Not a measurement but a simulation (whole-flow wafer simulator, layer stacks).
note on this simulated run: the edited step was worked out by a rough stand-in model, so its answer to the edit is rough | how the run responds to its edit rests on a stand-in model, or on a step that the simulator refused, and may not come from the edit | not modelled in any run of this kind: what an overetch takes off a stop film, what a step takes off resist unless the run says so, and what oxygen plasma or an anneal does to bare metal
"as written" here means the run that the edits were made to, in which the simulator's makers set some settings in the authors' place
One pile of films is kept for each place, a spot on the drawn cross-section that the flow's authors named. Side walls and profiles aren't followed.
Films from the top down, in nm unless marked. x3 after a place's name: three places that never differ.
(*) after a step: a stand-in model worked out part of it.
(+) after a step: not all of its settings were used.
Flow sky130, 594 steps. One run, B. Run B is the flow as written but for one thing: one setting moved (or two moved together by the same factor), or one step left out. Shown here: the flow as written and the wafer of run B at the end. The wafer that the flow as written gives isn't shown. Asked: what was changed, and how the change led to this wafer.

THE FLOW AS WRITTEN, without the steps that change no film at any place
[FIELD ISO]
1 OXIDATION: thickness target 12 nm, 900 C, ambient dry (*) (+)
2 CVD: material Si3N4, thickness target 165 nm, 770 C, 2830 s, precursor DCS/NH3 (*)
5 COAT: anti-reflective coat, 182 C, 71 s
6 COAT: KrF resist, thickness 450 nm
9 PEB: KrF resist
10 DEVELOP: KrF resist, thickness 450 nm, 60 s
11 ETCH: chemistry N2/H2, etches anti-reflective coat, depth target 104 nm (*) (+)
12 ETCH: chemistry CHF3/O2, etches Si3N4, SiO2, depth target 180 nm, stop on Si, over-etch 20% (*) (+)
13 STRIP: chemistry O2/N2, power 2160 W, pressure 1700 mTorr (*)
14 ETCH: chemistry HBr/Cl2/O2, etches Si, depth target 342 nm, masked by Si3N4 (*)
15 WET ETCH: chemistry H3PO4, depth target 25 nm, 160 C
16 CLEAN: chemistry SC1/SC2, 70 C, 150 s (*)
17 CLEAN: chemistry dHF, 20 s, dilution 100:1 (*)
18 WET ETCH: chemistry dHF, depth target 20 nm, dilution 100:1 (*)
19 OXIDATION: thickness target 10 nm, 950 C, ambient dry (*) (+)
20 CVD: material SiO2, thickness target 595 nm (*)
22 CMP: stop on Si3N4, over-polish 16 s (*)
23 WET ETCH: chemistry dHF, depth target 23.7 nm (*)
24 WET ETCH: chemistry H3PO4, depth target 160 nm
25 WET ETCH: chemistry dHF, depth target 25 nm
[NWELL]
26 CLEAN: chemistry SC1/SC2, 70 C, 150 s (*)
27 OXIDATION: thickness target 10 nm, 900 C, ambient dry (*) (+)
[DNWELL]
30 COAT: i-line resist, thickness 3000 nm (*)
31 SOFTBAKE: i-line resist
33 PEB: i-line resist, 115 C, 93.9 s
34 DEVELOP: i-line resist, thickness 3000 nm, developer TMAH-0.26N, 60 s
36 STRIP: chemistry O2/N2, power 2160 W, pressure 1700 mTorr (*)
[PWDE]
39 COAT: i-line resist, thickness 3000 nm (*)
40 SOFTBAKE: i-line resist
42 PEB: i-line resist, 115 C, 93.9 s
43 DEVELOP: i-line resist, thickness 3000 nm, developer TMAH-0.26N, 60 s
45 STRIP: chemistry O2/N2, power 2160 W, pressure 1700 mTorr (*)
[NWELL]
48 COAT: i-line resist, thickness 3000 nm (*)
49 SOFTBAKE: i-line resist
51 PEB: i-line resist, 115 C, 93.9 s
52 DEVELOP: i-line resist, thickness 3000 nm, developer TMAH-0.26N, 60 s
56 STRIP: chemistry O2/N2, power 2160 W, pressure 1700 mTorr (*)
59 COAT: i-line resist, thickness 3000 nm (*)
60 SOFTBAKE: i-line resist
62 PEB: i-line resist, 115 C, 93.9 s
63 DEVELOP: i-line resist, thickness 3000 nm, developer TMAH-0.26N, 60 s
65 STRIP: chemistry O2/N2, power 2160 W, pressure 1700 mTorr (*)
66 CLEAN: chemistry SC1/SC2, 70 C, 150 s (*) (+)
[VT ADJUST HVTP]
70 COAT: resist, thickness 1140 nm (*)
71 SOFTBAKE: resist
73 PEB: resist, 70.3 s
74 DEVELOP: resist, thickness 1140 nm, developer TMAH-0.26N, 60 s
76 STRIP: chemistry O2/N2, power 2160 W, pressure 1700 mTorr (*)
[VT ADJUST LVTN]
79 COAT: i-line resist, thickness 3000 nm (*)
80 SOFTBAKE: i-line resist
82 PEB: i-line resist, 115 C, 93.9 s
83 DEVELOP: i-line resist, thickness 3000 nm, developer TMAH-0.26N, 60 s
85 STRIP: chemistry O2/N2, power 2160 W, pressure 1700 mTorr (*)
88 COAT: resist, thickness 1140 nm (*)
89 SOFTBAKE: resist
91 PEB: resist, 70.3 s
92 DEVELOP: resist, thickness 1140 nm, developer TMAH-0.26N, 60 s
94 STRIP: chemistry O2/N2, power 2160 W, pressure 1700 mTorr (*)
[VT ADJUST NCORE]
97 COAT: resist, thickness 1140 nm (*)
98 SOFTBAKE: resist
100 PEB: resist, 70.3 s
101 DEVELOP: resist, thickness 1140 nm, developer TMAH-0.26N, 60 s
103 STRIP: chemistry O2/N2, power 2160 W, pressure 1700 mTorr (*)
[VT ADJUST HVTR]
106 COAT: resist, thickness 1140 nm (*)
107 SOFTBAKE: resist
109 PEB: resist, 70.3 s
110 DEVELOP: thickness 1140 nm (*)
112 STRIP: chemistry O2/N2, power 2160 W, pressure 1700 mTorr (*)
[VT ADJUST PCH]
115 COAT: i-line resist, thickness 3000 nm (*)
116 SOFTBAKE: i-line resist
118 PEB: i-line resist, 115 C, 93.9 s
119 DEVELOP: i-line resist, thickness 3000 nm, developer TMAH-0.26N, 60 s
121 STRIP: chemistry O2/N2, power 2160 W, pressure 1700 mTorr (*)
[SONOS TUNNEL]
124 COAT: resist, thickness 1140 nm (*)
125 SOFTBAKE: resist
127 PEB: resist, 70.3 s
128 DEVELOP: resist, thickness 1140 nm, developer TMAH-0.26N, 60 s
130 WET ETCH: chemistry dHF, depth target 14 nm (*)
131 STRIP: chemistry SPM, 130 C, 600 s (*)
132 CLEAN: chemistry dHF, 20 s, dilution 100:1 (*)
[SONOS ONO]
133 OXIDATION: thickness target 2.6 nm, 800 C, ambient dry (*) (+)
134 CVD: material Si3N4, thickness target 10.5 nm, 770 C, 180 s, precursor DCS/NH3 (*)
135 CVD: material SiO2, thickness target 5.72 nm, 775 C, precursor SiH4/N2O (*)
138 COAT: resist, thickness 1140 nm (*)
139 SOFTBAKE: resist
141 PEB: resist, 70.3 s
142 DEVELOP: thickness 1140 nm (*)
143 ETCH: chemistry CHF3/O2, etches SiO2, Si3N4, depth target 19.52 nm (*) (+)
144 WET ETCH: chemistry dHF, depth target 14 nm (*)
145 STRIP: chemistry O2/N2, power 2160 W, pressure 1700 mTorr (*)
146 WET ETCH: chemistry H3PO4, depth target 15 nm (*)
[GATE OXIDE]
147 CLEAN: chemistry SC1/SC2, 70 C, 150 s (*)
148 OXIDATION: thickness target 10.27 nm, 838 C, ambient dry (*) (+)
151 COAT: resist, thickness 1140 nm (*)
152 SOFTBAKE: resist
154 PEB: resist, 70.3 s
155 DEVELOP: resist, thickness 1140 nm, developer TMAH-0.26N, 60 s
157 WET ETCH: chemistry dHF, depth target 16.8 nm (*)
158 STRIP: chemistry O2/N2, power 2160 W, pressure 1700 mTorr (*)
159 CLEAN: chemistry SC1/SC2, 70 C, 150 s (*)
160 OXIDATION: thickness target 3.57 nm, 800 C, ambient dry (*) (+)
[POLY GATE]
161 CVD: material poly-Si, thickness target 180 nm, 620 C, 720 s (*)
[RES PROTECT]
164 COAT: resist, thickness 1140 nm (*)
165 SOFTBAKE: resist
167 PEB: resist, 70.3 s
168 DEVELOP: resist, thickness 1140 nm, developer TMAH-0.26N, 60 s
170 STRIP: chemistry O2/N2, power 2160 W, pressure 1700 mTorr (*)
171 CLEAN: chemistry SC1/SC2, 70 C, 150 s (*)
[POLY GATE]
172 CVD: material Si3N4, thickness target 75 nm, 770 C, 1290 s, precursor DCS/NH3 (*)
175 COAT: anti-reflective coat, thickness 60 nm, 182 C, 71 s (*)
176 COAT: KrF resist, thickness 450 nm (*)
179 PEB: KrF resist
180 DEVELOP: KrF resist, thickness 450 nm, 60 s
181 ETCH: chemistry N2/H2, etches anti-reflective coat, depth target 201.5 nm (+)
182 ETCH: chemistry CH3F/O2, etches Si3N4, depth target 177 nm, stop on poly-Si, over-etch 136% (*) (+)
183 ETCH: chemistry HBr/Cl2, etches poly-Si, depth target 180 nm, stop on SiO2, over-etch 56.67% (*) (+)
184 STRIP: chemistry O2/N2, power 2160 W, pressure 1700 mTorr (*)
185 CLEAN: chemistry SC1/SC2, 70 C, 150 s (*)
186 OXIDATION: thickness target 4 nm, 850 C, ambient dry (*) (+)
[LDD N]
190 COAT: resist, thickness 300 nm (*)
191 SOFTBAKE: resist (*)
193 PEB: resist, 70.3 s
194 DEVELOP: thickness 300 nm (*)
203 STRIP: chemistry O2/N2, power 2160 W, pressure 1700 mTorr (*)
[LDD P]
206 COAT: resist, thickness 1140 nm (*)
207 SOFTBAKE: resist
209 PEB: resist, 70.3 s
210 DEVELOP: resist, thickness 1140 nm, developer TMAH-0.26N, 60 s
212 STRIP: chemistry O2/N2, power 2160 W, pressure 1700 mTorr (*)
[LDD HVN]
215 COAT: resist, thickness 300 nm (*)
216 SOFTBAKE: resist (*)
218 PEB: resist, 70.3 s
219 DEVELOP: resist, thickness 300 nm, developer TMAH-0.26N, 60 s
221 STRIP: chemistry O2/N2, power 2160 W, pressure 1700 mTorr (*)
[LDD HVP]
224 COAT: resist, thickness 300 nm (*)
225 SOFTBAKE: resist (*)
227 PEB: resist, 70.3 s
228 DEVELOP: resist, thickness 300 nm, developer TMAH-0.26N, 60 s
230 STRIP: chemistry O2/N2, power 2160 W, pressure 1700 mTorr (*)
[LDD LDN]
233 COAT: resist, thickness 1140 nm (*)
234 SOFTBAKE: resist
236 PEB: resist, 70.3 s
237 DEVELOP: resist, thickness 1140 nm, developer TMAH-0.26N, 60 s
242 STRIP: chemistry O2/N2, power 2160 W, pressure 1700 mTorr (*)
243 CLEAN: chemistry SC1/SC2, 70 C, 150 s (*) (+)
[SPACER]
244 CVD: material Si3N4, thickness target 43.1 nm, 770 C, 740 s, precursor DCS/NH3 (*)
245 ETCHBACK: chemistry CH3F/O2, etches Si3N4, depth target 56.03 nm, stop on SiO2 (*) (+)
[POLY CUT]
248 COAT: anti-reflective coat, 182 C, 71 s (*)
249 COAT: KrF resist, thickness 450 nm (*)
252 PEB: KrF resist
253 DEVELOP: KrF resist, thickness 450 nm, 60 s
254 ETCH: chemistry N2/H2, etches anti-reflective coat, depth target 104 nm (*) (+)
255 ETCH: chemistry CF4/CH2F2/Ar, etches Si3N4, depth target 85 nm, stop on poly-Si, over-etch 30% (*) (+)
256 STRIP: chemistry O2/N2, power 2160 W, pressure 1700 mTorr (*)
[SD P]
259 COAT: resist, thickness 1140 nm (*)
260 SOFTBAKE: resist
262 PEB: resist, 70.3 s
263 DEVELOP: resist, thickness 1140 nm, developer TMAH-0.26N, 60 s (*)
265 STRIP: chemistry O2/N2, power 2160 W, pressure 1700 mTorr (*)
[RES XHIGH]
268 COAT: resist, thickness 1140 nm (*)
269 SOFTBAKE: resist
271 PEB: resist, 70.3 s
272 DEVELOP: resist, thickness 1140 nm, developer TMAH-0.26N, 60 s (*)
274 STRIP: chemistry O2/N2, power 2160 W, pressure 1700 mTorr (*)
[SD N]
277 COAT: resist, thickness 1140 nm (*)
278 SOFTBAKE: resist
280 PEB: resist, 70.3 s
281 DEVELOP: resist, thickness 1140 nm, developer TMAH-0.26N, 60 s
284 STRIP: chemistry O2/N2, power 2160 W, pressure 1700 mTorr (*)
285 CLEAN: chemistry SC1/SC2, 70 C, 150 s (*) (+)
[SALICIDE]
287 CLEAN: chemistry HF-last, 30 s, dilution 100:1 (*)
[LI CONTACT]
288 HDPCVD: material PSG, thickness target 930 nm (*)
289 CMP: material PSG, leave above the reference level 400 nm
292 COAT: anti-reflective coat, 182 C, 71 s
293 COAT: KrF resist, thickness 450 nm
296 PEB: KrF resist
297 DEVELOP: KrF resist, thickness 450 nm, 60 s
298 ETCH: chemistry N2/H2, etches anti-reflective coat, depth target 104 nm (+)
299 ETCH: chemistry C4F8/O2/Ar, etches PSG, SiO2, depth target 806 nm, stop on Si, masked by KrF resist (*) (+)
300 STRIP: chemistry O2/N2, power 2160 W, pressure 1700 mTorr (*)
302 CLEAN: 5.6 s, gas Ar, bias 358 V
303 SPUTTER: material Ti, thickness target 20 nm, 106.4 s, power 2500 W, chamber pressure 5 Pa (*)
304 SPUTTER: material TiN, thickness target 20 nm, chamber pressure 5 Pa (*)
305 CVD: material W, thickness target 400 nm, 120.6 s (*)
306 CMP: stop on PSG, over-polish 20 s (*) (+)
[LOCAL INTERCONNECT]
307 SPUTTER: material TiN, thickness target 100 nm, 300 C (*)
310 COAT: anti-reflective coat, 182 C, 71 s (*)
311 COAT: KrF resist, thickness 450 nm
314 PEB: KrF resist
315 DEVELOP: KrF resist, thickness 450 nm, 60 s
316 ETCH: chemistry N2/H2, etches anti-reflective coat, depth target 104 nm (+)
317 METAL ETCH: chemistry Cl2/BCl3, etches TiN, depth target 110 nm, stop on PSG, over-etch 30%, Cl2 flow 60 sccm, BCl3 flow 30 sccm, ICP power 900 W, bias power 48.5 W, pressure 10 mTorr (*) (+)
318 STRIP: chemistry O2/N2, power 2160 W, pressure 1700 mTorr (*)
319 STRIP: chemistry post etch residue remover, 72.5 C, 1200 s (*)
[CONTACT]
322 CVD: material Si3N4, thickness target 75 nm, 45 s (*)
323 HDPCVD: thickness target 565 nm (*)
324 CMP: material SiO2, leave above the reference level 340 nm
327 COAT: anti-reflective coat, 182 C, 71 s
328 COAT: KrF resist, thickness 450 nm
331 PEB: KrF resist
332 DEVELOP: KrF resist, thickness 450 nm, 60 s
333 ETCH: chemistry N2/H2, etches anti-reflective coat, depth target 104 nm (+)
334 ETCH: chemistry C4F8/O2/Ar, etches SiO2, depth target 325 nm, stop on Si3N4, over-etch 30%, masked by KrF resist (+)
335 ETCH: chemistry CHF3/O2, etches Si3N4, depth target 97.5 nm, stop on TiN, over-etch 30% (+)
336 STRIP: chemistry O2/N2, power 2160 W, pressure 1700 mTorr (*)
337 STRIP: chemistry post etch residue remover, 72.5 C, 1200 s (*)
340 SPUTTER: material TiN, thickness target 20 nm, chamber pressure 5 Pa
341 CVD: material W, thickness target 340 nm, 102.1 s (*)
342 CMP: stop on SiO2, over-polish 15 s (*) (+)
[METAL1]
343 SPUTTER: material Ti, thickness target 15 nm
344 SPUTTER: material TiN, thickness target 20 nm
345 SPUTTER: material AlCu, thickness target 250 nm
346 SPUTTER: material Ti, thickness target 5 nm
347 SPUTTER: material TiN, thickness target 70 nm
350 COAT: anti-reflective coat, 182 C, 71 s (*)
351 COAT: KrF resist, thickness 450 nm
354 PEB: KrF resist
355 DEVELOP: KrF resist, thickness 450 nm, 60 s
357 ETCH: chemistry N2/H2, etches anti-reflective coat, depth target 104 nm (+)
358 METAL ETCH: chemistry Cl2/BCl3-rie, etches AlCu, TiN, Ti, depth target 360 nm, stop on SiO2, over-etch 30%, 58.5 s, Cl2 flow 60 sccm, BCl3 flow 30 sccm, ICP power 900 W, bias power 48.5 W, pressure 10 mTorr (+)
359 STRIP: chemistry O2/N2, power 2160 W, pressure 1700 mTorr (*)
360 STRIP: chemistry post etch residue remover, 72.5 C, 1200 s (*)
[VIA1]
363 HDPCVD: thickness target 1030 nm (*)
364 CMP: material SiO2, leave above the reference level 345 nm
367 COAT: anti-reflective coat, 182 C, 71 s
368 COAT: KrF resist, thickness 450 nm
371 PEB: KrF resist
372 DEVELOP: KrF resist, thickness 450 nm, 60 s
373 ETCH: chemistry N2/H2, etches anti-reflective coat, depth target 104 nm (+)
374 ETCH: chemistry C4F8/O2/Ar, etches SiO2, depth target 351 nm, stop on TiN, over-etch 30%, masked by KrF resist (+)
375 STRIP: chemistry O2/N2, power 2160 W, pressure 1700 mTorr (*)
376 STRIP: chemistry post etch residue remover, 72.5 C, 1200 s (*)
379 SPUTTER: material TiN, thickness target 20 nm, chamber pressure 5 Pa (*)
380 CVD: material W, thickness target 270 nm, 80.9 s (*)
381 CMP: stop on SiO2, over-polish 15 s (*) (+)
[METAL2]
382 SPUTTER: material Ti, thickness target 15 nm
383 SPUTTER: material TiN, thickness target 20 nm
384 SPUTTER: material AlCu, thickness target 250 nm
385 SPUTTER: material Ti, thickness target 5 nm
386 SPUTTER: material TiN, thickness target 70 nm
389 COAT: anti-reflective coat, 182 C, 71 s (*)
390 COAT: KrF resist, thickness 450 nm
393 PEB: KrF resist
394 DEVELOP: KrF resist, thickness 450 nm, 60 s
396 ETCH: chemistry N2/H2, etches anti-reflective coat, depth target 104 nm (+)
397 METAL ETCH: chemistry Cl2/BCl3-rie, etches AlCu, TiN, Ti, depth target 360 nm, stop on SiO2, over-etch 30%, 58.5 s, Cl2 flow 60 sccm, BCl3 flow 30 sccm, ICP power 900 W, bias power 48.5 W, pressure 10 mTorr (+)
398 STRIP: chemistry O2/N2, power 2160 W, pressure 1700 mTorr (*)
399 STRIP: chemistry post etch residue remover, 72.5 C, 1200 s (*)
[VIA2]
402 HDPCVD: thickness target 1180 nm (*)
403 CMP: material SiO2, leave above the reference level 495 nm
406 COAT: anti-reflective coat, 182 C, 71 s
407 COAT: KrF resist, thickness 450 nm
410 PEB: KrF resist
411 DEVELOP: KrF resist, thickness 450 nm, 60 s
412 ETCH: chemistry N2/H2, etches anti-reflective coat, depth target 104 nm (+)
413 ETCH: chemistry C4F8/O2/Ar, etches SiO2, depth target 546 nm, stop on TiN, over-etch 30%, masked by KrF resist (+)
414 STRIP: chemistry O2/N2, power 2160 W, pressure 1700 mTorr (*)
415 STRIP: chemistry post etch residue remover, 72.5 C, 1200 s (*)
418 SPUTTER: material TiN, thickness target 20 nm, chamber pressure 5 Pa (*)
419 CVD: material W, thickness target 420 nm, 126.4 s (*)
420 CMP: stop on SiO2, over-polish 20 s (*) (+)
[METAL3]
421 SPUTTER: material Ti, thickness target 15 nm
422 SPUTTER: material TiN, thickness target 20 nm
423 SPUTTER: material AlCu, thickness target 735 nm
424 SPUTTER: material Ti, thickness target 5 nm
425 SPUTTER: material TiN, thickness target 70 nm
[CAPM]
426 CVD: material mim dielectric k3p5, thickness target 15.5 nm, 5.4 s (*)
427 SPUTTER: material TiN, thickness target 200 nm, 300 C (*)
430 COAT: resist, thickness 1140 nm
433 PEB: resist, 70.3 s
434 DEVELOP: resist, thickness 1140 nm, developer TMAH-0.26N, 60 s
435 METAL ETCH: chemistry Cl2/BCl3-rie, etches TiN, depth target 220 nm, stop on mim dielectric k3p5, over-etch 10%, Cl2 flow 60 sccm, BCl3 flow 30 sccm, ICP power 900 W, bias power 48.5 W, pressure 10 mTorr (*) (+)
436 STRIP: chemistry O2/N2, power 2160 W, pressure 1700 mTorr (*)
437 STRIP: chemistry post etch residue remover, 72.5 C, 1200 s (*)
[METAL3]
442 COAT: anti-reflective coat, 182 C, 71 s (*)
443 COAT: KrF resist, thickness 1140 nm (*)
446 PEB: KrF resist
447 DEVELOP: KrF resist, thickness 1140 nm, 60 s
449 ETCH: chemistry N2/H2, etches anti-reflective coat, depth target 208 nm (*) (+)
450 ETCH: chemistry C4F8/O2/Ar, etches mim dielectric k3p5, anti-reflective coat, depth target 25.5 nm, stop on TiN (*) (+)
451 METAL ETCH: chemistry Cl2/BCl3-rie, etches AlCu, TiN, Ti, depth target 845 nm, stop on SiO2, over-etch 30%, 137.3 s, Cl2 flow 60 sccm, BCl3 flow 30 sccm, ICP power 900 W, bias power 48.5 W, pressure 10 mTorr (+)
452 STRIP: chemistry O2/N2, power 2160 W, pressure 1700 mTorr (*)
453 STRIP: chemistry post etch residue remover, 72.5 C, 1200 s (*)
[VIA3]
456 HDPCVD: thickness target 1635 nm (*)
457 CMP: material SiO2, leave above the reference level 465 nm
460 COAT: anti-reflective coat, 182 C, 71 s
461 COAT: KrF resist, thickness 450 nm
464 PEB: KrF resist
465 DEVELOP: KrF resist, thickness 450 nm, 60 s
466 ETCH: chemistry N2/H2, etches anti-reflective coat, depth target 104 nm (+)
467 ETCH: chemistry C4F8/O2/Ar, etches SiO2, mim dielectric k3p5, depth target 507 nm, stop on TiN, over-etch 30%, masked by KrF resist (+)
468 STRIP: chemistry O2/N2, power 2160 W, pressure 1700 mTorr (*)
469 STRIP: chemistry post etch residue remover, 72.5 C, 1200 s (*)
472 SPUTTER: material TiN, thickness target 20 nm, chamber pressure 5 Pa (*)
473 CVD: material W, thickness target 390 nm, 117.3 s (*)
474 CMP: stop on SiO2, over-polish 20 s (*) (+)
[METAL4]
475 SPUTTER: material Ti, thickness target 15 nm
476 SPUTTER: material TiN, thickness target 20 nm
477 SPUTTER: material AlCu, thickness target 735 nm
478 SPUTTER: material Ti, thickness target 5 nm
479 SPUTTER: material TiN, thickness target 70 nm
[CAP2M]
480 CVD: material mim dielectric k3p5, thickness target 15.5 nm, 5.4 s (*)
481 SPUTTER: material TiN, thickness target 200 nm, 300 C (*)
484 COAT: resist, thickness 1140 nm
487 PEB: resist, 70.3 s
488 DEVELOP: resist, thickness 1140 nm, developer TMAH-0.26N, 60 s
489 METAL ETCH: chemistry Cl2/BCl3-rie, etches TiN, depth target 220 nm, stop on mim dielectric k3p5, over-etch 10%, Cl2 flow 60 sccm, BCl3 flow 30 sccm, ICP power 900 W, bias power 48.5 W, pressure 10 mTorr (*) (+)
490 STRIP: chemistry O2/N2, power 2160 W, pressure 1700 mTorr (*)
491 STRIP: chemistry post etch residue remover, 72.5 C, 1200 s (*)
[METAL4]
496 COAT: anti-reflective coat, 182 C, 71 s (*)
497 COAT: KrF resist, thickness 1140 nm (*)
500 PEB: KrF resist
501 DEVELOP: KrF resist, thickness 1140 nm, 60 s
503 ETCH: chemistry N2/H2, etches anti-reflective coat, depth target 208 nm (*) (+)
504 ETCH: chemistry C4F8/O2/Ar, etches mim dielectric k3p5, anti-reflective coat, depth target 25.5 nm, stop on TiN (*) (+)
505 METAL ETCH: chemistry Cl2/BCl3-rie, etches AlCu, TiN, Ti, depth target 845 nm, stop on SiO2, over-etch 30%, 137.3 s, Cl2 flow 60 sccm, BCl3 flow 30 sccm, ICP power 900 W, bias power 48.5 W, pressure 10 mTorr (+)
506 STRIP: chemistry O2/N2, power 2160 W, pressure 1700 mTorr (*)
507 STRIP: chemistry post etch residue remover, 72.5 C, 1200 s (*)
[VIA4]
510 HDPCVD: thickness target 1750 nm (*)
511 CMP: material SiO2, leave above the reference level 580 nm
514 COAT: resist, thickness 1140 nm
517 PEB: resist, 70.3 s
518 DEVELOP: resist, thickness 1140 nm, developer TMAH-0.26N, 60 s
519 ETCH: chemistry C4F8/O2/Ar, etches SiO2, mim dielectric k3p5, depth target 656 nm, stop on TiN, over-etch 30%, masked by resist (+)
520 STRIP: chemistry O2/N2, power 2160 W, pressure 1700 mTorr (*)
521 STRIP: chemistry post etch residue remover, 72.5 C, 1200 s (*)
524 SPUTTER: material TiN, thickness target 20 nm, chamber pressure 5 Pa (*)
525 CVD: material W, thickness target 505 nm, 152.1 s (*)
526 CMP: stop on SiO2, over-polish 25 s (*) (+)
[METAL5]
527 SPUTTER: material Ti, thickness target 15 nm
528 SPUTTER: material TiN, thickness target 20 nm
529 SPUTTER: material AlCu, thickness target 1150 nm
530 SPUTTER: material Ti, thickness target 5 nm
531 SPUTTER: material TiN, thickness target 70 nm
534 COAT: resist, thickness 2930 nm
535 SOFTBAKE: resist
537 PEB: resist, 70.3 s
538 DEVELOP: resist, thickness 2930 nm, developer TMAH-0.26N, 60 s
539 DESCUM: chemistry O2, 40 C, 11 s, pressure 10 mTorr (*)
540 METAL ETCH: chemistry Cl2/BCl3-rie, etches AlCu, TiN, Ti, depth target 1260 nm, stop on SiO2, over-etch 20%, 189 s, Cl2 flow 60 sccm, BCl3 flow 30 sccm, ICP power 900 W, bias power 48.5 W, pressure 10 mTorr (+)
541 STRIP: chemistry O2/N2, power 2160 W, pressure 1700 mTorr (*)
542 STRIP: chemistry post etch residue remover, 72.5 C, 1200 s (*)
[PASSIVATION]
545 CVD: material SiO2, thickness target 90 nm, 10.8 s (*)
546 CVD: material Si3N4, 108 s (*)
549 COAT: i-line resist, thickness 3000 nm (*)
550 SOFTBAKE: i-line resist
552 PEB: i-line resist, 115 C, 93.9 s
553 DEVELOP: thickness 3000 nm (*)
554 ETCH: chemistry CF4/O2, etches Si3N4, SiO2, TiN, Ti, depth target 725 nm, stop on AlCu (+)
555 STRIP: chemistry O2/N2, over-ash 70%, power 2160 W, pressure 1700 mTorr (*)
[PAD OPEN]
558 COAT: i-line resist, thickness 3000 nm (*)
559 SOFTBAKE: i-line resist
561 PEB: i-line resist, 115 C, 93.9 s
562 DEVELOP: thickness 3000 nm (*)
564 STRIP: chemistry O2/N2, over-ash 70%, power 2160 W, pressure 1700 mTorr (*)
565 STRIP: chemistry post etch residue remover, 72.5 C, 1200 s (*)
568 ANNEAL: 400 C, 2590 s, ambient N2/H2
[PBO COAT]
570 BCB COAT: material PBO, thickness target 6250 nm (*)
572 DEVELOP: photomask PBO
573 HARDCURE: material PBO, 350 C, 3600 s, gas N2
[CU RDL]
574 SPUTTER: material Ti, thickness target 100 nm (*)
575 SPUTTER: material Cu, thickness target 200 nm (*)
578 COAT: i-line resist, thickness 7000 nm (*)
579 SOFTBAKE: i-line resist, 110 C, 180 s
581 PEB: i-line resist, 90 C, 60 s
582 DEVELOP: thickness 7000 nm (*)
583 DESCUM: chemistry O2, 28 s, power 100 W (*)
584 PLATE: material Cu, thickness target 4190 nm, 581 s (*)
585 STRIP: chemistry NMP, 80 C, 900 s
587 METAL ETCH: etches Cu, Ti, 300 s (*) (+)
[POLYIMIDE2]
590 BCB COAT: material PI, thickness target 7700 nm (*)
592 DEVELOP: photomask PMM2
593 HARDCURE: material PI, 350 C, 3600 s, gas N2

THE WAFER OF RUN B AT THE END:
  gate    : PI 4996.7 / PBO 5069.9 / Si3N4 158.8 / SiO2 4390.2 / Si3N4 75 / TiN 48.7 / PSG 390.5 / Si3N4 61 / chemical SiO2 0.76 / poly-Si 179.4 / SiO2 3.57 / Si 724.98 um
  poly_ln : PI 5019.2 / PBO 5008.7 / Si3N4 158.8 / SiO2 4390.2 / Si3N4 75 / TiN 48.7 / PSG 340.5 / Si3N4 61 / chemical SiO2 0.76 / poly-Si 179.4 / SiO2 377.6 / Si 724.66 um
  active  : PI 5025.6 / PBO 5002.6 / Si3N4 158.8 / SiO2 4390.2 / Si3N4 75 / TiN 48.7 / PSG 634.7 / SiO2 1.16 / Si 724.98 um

The cause: step 317, METAL ETCH: depth target 49.5 nm was run, where the flow has depth target 110 nm.

How the change led to this, step by step:
  317 METAL ETCH: chemistry Cl2/BCl3, etches TiN, depth target 110 nm, stop on PSG, over-etch 30%, Cl2 flow 60 sccm, BCl3 flow 30 sccm, ICP power 900 W, bias power 48.5 W, pressure 10 mTorr (*) (+)
      field, active, gate and 88 more: TiN -49.5 (as written it would be: TiN -98.7 (all of it))
      n_well, p_well, gate_hv and 97 more: KrF resist -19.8 (as written it would be: KrF resist -44)
  318 STRIP: chemistry O2/N2, power 2160 W, pressure 1700 mTorr (*)
      n_well, p_well, gate_hv and 93 more: KrF resist -358 (all of it), anti-reflective coat -80 (all of it) (as written it would be: KrF resist -333.8 (all of it), anti-reflective coat -80 (all of it))
      poly_licon, ndiff_licon, ndiff_licon_cpp, rpo_hd_licon: KrF resist -358.1 (all of it), anti-reflective coat -80.5 (all of it) (as written it would be: KrF resist -333.9 (all of it), anti-reflective coat -80.5 (all of it))
  324 CMP: material SiO2, leave above the reference level 340 nm
      field, active, gate and 88 more: SiO2 -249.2 (as written it would be: SiO2 -200.4)
Counting metal films that touch as one body, gate has 1 body; the flow as written gives 0 bodies.
Counting metal films that touch as one body, poly_ln has 1 body; the flow as written gives 0 bodies.
Counting metal films that touch as one body, active has 1 body; the flow as written gives 0 bodies.
